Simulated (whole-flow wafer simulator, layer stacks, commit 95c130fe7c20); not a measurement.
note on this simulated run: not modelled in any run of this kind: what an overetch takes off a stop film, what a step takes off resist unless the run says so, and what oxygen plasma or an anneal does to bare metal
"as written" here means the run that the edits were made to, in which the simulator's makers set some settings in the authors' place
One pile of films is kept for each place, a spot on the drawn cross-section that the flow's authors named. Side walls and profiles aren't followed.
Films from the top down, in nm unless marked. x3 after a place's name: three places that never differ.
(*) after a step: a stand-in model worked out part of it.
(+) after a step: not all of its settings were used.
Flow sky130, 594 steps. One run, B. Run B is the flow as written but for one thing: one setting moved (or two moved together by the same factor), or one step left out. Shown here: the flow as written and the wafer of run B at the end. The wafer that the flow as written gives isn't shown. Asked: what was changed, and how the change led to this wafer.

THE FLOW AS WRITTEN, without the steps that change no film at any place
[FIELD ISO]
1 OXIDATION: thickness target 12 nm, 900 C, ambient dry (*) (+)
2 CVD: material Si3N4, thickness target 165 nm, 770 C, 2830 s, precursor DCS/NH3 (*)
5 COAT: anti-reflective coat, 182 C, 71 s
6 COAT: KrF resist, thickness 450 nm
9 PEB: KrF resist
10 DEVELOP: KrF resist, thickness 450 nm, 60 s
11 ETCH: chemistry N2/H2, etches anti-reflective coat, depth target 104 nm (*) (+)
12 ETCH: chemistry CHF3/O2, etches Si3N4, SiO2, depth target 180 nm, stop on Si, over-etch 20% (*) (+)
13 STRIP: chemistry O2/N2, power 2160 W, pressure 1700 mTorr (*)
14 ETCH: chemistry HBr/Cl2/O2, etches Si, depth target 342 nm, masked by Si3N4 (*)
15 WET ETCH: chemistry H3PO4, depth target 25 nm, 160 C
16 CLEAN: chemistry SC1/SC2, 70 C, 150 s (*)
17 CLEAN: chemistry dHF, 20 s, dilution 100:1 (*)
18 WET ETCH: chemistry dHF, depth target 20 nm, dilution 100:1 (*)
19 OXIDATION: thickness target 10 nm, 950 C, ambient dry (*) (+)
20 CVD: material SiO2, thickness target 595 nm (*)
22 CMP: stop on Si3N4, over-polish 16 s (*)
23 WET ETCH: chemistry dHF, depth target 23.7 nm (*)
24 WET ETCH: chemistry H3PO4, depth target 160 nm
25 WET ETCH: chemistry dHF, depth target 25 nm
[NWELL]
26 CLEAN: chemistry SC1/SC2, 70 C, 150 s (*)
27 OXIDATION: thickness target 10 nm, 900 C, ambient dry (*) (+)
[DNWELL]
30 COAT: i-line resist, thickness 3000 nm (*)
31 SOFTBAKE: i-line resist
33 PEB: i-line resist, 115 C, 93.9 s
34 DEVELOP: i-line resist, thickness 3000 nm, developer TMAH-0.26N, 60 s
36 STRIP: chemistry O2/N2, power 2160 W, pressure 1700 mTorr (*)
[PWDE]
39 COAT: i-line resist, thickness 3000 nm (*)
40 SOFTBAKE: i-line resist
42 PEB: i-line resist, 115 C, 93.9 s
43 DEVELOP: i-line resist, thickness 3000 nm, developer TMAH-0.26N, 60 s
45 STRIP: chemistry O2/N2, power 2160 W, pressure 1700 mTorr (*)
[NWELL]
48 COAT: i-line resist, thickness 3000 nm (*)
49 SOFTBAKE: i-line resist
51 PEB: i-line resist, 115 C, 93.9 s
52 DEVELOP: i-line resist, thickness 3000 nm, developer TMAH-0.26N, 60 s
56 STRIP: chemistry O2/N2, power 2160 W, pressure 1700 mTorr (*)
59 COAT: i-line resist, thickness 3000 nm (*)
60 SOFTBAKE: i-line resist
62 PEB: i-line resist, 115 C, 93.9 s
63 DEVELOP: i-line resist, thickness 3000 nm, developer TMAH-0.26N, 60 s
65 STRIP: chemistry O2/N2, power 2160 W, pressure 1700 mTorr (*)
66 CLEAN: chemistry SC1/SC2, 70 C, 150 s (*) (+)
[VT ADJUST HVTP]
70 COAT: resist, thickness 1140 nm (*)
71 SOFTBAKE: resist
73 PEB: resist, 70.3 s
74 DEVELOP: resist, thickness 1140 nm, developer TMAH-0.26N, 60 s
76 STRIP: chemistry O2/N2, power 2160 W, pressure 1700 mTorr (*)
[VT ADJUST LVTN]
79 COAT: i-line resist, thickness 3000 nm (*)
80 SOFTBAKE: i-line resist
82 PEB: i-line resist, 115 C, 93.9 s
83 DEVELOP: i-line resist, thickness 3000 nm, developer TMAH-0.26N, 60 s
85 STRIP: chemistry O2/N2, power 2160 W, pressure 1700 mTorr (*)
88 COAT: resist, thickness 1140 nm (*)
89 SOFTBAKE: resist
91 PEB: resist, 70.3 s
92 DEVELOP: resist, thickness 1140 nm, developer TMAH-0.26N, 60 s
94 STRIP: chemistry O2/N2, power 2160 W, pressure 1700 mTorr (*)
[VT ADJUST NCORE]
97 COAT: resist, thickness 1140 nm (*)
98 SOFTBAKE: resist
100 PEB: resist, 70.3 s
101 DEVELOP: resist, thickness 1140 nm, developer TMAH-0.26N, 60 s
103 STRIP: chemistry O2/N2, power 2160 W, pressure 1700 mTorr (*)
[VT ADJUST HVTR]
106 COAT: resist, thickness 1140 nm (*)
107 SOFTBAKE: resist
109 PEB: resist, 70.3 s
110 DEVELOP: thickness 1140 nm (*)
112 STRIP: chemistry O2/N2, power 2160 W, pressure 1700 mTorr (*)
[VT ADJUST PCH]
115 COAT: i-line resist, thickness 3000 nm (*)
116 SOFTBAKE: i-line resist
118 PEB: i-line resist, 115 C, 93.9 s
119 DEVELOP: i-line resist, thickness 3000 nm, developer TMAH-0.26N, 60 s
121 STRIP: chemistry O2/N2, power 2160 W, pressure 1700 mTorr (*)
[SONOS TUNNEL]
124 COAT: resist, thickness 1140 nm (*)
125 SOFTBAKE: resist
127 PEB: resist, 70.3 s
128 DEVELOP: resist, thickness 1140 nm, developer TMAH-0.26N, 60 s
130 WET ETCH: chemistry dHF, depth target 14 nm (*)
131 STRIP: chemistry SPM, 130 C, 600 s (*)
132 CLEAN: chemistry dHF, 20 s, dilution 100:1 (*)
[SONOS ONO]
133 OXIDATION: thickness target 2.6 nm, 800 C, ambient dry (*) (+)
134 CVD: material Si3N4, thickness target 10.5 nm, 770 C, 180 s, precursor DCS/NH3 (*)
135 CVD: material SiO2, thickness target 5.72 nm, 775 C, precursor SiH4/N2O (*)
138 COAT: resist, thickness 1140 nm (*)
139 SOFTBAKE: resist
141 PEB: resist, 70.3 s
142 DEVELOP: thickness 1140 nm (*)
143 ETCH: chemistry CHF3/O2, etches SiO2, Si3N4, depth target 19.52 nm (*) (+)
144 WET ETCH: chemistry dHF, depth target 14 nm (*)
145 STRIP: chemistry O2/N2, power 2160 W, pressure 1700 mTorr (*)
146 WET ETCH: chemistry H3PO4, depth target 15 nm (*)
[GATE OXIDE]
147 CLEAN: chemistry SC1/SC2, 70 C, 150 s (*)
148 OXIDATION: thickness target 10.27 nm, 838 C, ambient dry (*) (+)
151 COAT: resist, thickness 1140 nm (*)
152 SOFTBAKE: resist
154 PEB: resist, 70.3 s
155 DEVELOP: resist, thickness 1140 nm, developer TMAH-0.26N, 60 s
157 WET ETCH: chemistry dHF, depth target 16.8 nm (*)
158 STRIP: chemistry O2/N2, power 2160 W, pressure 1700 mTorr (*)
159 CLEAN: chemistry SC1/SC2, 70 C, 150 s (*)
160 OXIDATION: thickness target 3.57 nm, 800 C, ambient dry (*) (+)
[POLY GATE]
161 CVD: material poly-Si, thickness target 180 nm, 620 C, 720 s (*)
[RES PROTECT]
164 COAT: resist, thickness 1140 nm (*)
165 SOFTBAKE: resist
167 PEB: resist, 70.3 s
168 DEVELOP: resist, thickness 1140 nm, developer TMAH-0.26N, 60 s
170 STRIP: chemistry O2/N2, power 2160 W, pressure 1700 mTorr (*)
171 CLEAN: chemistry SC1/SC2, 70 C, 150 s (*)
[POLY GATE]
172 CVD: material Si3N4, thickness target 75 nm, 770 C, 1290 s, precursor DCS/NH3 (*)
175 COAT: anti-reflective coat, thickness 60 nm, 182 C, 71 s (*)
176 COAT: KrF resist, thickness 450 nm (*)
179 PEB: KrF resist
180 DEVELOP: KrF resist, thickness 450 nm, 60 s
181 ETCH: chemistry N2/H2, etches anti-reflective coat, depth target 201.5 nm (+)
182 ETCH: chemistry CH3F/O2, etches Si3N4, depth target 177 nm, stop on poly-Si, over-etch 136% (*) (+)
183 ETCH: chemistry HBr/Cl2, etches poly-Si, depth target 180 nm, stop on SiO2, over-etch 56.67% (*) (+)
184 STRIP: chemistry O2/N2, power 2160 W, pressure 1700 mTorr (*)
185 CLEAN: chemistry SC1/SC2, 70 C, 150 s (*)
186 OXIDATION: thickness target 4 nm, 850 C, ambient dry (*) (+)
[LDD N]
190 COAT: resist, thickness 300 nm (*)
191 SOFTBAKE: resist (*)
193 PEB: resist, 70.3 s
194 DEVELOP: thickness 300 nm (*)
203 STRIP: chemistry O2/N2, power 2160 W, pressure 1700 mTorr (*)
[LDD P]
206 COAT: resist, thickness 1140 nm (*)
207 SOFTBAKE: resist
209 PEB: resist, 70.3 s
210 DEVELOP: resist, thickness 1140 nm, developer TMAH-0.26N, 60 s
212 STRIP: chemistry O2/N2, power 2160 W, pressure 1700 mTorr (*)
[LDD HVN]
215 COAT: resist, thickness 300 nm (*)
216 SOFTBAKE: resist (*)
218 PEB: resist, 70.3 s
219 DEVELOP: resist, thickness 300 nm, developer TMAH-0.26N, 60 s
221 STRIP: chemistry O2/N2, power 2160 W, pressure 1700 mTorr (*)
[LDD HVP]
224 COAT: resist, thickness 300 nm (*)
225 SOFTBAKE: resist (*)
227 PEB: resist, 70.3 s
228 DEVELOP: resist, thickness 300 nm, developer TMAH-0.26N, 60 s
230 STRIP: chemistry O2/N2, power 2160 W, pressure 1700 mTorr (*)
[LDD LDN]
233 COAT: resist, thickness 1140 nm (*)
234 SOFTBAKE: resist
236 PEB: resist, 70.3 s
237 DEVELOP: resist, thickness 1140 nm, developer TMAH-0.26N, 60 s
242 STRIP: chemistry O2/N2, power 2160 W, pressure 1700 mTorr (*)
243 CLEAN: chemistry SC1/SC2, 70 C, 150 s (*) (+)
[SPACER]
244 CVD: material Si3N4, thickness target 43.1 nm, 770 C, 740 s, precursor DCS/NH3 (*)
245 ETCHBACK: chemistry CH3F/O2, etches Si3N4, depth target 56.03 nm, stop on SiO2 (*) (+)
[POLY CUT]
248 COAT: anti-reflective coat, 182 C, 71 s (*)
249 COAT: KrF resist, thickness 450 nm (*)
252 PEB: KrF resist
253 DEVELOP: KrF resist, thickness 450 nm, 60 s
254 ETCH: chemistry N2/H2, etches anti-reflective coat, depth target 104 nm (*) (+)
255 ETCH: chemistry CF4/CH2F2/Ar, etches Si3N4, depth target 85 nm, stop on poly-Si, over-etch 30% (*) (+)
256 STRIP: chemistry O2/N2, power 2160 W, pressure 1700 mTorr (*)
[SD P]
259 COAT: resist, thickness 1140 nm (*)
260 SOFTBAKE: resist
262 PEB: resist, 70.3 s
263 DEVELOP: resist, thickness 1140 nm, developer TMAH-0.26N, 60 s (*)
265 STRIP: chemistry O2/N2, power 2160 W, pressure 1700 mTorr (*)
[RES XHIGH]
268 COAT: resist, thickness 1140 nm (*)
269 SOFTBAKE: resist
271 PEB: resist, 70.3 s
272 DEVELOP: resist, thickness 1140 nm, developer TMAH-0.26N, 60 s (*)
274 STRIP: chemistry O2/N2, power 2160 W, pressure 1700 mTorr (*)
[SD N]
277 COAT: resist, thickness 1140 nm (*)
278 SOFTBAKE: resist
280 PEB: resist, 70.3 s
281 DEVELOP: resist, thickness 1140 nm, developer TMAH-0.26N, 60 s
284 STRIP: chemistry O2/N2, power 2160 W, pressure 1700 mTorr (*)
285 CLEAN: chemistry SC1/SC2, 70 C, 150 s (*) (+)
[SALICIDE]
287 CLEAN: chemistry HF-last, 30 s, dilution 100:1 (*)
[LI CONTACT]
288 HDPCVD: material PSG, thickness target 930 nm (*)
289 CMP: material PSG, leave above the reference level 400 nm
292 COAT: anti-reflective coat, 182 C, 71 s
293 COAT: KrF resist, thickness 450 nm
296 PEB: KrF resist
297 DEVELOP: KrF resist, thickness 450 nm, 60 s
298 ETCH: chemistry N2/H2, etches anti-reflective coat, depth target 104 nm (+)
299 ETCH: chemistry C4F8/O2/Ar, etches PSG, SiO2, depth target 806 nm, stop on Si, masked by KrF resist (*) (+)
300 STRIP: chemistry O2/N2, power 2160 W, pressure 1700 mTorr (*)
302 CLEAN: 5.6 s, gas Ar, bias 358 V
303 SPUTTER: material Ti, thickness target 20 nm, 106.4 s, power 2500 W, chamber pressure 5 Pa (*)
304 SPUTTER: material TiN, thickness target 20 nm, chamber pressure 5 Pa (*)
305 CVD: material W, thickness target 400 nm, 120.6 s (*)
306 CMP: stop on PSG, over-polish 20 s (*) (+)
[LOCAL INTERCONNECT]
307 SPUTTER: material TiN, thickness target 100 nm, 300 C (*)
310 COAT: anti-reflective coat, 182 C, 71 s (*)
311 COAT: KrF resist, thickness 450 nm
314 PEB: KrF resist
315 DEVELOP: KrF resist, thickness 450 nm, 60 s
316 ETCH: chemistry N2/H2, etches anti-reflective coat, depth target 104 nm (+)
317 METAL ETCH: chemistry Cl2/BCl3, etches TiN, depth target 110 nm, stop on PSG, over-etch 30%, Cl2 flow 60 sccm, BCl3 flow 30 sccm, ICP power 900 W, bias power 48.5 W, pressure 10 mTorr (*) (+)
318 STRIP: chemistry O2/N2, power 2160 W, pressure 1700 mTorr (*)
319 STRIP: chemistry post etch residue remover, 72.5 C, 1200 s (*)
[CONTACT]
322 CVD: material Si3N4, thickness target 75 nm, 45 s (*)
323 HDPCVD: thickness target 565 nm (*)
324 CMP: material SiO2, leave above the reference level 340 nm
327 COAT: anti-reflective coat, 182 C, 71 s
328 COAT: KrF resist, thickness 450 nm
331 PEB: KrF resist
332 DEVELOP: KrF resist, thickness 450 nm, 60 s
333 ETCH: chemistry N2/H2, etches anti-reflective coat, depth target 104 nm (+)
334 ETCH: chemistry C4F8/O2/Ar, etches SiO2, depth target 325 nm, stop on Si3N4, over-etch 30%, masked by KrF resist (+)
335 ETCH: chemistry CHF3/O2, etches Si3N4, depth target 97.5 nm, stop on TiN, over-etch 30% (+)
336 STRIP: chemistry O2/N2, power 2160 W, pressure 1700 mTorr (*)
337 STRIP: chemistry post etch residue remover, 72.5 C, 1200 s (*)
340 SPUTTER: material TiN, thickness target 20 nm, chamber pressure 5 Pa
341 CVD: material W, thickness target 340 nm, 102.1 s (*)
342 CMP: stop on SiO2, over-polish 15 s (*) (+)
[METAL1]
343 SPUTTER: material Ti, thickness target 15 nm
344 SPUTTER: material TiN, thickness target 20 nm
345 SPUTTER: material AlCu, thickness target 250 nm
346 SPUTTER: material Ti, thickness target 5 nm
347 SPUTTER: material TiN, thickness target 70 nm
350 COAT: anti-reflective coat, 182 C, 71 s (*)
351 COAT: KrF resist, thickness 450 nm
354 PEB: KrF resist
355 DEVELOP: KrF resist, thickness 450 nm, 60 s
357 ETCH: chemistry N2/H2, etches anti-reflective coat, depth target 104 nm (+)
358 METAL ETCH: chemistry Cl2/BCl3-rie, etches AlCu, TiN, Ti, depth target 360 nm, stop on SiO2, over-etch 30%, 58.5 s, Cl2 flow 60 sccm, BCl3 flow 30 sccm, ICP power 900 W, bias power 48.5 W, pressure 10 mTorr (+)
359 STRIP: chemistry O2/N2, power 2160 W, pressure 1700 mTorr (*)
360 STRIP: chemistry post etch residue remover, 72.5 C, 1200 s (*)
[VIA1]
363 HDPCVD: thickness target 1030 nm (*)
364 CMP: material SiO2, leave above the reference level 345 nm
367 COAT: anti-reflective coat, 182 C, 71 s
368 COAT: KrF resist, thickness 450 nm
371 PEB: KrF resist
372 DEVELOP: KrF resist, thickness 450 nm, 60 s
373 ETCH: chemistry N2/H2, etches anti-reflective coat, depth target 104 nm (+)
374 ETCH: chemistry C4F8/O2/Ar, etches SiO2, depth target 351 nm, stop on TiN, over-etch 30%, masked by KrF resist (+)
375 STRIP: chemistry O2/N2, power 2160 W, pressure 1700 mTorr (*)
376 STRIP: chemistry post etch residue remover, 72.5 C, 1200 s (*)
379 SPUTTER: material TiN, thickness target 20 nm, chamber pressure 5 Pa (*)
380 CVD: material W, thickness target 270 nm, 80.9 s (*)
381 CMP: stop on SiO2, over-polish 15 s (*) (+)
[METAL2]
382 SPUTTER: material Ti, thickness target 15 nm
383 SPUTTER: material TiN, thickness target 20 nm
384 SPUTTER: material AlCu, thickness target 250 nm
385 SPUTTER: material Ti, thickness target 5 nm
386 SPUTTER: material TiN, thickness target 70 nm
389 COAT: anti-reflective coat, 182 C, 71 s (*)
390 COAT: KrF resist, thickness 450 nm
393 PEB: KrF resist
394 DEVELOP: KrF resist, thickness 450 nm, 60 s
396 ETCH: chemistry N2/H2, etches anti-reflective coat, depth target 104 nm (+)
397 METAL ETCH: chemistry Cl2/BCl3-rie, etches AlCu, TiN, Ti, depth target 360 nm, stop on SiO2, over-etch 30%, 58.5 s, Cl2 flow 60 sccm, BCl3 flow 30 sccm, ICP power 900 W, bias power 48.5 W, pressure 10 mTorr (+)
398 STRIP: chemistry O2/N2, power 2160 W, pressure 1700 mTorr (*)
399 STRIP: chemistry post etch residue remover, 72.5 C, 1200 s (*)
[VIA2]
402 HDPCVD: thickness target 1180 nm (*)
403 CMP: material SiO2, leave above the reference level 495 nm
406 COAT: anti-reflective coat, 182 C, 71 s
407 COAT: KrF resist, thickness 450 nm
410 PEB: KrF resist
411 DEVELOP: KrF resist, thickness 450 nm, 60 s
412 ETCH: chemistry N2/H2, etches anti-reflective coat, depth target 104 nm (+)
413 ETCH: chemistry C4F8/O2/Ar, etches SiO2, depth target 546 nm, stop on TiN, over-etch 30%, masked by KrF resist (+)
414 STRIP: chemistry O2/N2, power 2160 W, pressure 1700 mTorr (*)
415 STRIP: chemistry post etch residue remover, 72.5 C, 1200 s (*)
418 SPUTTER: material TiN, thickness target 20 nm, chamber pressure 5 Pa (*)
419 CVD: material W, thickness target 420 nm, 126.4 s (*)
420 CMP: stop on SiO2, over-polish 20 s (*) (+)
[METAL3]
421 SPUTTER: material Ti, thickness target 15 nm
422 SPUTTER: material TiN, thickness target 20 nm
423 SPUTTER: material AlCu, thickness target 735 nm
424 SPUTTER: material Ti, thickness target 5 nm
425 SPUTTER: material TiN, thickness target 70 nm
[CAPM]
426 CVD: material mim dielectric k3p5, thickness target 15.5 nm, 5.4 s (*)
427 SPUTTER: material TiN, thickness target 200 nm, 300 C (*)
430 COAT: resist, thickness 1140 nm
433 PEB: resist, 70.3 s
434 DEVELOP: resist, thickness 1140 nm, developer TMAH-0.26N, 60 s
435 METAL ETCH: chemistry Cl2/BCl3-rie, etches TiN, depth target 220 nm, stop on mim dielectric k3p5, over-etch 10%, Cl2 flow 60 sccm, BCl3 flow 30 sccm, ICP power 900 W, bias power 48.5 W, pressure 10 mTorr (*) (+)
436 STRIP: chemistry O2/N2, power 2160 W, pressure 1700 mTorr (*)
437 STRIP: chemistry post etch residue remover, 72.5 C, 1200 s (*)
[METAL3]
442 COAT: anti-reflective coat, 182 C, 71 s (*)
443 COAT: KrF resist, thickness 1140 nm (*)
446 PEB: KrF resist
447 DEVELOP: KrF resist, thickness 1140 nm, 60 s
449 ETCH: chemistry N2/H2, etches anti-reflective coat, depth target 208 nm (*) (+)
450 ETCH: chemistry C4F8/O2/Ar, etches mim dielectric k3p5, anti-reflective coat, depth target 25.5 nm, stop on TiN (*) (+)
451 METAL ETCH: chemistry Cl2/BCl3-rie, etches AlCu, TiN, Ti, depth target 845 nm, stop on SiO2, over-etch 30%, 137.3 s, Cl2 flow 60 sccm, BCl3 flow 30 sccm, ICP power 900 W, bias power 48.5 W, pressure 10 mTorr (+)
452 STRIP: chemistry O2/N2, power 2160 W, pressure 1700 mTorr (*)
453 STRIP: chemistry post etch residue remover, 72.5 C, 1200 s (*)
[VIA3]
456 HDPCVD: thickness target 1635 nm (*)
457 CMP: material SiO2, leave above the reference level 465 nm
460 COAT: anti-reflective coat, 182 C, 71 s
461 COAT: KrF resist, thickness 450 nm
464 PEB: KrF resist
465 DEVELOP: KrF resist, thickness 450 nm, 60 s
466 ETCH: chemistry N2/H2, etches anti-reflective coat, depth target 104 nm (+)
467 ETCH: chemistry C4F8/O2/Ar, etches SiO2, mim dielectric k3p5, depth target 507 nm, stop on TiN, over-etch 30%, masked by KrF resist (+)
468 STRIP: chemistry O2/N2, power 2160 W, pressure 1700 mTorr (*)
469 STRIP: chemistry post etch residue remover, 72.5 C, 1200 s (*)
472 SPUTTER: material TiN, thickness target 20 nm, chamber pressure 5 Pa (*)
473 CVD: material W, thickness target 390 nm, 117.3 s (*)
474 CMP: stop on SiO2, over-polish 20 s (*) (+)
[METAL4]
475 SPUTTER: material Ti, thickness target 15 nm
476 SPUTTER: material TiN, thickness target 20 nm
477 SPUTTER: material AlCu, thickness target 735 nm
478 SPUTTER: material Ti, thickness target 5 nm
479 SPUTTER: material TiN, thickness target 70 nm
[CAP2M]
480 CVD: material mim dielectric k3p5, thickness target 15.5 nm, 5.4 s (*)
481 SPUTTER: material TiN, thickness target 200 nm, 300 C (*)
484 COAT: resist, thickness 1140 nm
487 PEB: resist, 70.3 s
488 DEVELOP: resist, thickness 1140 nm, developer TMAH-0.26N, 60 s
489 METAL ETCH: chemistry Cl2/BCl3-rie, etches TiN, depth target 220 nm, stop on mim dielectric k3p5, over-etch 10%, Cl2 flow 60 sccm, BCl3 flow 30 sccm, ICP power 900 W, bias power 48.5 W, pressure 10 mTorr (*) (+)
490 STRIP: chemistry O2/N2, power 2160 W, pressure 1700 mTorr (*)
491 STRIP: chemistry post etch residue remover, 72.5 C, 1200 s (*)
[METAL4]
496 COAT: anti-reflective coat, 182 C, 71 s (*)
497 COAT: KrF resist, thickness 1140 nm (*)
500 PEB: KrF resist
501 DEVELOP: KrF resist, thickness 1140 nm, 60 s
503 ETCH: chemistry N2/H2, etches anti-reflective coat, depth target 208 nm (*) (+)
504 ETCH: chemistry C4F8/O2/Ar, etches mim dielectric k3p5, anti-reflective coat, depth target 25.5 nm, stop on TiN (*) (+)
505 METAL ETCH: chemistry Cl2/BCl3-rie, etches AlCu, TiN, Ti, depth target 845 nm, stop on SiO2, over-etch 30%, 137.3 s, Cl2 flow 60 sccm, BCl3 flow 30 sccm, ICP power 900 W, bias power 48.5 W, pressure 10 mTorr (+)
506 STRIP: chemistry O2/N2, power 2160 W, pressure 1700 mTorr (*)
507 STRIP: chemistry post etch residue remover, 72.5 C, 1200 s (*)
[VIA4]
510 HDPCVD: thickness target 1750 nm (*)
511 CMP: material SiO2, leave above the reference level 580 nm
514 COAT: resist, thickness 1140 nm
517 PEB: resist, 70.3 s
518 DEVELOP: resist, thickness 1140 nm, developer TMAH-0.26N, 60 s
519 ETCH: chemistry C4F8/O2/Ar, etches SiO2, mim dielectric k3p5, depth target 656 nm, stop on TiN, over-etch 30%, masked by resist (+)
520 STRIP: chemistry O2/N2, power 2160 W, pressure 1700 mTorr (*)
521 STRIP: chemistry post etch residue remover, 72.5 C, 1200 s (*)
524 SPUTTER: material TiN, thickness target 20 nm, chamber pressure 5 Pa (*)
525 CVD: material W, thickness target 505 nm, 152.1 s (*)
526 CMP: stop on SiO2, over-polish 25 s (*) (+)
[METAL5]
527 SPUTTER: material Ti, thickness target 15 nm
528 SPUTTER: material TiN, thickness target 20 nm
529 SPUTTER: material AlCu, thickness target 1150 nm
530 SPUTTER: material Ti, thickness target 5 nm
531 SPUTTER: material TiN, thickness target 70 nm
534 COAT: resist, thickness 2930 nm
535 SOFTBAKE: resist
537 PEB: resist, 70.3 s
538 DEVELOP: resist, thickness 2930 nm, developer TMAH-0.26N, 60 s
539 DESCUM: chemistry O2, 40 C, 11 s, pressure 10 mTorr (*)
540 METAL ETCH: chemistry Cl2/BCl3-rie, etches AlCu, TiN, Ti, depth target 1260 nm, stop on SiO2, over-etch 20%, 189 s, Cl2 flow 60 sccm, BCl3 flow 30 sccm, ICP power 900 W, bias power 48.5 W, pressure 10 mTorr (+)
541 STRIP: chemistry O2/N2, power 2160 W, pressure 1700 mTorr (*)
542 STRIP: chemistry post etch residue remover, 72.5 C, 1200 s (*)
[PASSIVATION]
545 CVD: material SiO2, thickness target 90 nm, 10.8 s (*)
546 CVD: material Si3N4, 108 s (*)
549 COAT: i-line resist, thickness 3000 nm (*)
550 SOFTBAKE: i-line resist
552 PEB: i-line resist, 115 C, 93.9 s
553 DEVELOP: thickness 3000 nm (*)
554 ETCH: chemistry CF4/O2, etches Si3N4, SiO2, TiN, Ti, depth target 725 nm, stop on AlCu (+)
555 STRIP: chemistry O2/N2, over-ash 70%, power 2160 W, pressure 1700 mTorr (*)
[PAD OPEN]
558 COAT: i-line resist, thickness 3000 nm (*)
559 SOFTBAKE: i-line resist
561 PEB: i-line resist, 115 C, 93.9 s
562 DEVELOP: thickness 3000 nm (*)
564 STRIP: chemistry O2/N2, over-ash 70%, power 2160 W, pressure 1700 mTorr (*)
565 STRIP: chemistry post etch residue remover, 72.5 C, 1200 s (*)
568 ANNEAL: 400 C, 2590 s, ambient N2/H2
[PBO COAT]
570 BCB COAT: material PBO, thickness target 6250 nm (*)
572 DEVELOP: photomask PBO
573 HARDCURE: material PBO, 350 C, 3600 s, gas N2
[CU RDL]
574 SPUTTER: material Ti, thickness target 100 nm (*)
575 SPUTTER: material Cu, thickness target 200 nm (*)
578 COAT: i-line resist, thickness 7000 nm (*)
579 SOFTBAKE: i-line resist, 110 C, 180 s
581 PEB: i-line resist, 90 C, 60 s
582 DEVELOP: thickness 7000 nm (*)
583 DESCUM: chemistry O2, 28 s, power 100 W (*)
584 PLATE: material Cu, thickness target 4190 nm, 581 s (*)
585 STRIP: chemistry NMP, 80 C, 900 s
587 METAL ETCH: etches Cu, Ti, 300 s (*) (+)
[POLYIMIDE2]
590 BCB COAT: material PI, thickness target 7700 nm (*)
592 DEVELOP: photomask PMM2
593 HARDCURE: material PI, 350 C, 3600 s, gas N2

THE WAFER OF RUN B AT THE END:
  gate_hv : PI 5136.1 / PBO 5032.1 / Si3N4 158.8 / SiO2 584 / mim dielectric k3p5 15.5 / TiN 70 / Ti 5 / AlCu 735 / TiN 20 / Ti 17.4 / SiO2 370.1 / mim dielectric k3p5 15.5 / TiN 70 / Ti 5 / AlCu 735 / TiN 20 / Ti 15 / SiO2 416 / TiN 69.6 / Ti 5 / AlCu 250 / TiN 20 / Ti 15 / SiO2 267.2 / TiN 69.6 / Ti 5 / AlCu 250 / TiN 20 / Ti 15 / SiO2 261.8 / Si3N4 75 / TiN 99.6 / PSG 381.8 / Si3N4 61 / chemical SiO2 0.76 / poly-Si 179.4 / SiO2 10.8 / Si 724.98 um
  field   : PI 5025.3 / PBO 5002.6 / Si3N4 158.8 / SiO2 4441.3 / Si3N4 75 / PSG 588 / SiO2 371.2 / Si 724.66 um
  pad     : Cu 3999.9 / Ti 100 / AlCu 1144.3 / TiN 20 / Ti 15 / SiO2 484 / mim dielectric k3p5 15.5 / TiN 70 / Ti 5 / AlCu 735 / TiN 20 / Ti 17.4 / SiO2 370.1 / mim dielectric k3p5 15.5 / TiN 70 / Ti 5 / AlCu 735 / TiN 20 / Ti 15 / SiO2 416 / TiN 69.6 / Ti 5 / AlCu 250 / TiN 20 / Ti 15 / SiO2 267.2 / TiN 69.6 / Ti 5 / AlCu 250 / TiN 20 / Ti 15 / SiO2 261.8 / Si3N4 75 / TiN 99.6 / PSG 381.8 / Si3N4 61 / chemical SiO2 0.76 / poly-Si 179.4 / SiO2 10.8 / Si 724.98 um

The cause: step 475, SPUTTER: thickness target 17.4 nm was run, where the flow has thickness target 15 nm.
It can be read off the wafer: gate_hv has Ti 17.4, and step 475 as written asks for 15 nm.

How the change led to this, step by step:
  475 SPUTTER: material Ti, thickness target 15 nm
      field, active, n_well and 189 more: Ti +17.4 (new film) (as written it would be: Ti +15 (new film))
  505 METAL ETCH: chemistry Cl2/BCl3-rie, etches AlCu, TiN, Ti, depth target 845 nm, stop on SiO2, over-etch 30%, 137.3 s, Cl2 flow 60 sccm, BCl3 flow 30 sccm, ICP power 900 W, bias power 48.5 W, pressure 10 mTorr (+)
      field, gate, spacer and 68 more: TiN -70 (all of it), Ti -5 (all of it), AlCu -735 (all of it), TiN -20 (all of it), Ti -17.4 (all of it), SiO2 -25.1 (as written it would be: TiN -70 (all of it), Ti -5 (all of it), AlCu -735 (all of it), TiN -20 (all of it), Ti -15 (all of it), SiO2 -25.4)
      active, vpp_iso1, mim_edge_plate and 14 more: TiN -70 (all of it), Ti -5 (all of it), AlCu -735 (all of it), TiN -20 (all of it), Ti -17.4 (all of it), SiO2 -25.1 (as written it would be: TiN -70 (all of it), Ti -5 (all of it), AlCu -735 (all of it), TiN -20 (all of it), Ti -15 (all of it), SiO2 -25.3)
